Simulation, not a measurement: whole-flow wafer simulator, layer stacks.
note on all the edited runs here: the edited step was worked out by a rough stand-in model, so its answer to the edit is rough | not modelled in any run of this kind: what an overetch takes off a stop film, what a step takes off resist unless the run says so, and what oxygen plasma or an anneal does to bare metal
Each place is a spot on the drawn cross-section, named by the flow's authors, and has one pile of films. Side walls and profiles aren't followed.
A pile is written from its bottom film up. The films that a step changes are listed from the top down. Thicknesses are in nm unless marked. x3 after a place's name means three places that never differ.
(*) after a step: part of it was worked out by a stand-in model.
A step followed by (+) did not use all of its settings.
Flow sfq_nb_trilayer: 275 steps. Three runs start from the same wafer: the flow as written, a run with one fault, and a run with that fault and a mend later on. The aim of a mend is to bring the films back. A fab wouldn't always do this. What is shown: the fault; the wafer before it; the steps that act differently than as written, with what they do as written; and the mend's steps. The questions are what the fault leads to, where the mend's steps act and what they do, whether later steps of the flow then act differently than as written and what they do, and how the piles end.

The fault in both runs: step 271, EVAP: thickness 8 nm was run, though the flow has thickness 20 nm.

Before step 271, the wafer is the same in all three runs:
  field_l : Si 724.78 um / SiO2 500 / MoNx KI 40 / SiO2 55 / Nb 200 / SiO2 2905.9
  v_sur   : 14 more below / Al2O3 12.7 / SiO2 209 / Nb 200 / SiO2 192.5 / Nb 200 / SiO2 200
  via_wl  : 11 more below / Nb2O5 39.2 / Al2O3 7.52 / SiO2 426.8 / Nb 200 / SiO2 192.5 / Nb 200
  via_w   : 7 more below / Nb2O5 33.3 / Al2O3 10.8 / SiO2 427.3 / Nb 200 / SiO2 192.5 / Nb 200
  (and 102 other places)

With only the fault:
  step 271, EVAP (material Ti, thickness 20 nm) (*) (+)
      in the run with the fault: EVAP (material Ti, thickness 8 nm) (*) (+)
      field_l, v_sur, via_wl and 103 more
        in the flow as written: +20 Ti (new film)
        in the run with the fault: +8 Ti (new film)
  Steps further on in the flow that do not act as written:
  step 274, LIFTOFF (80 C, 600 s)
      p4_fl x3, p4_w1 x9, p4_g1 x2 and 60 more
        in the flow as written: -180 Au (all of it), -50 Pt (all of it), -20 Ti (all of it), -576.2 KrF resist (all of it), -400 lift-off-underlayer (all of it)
        in the run with the fault: -180 Au (all of it), -50 Pt (all of it), -8 Ti (all of it), -576.2 KrF resist (all of it), -400 lift-off-underlayer (all of it)
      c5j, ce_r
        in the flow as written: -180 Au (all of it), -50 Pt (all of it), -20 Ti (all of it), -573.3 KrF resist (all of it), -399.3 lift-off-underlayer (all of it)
        in the run with the fault: -180 Au (all of it), -50 Pt (all of it), -8 Ti (all of it), -573.3 KrF resist (all of it), -399.3 lift-off-underlayer (all of it)
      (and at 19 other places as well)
  By the end, the piles at field_l, v_sur, via_wl and 8 more depart from the flow's by more than 2% or 0.5 nm, whichever is larger.
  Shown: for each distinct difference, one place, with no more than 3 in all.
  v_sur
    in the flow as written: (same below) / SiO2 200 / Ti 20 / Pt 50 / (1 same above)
    in the run with the fault: (same below) / SiO2 200 / Ti 8 / Pt 50 / (1 same above)
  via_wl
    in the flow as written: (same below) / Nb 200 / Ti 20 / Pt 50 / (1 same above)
    in the run with the fault: (same below) / Nb 200 / Ti 8 / Pt 50 / (1 same above)
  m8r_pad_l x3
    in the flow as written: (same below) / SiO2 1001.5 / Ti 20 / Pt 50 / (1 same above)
    in the run with the fault: (same below) / SiO2 1001.5 / Ti 8 / Pt 50 / (1 same above)

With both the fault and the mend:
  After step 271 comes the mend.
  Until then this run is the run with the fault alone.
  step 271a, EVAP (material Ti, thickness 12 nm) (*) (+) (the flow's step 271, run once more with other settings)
      field_l, v_sur, via_wl and 103 more
        +12 Ti
  None of the later steps of the flow acts differently than as written at any place that is followed.
  At every place that both follow, the piles at the end match the flow's.
